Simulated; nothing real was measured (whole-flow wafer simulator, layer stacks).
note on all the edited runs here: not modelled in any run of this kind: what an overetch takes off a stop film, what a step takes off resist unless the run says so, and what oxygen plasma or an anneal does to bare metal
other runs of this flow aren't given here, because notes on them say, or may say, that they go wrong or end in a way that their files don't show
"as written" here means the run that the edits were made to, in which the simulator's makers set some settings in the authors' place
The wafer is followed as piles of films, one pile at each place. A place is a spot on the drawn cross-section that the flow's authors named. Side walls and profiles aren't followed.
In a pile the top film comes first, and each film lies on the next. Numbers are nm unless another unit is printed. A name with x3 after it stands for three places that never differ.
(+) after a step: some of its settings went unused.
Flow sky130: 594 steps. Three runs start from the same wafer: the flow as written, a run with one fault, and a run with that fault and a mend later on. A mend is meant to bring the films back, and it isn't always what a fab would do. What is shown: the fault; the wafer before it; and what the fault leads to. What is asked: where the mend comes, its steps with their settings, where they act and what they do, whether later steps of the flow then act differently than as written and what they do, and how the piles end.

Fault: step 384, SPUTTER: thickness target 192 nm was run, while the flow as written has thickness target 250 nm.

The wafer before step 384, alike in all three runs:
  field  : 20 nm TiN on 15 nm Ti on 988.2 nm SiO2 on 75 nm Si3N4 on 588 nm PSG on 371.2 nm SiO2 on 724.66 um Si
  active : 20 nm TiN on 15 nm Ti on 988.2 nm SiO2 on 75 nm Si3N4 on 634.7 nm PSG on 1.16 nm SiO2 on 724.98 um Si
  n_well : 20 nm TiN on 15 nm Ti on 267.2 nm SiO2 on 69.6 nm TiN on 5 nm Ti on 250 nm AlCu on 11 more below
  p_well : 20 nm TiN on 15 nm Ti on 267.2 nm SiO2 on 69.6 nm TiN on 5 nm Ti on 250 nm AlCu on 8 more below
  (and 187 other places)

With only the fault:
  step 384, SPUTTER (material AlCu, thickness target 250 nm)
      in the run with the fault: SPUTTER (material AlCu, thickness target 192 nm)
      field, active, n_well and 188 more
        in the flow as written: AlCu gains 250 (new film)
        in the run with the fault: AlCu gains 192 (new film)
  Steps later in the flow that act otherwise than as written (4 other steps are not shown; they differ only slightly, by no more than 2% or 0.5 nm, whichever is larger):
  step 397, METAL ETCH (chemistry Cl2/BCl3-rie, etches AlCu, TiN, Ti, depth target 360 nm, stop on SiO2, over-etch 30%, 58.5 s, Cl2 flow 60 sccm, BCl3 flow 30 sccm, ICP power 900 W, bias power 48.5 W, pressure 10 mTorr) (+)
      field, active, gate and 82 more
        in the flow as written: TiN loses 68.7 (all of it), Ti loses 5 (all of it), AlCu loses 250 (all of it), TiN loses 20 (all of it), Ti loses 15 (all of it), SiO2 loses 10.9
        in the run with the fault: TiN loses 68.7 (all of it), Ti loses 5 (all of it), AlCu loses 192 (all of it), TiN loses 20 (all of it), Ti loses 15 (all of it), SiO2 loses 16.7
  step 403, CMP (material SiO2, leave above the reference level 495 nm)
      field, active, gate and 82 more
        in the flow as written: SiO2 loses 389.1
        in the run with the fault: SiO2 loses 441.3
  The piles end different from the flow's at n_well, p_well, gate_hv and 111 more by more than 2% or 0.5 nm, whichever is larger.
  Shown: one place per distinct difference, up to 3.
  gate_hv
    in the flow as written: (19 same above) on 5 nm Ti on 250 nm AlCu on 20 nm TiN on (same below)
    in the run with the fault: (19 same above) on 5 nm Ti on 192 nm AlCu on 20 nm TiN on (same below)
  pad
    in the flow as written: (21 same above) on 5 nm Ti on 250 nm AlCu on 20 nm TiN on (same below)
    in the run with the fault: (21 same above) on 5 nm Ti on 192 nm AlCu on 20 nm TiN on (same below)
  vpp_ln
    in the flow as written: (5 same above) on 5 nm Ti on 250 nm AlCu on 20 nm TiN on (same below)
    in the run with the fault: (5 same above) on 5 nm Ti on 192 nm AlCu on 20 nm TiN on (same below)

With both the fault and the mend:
  After step 384 comes the mend.
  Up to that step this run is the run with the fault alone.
  step 384a, SPUTTER (material AlCu, thickness target 58 nm) (a further turn of the flow's step 384, with different settings)
      field, active, n_well and 188 more
        AlCu gains 58
  None of the later steps of the flow acts differently than as written at any place that is followed.
  By the end, the piles equal the flow's at every place that both follow.
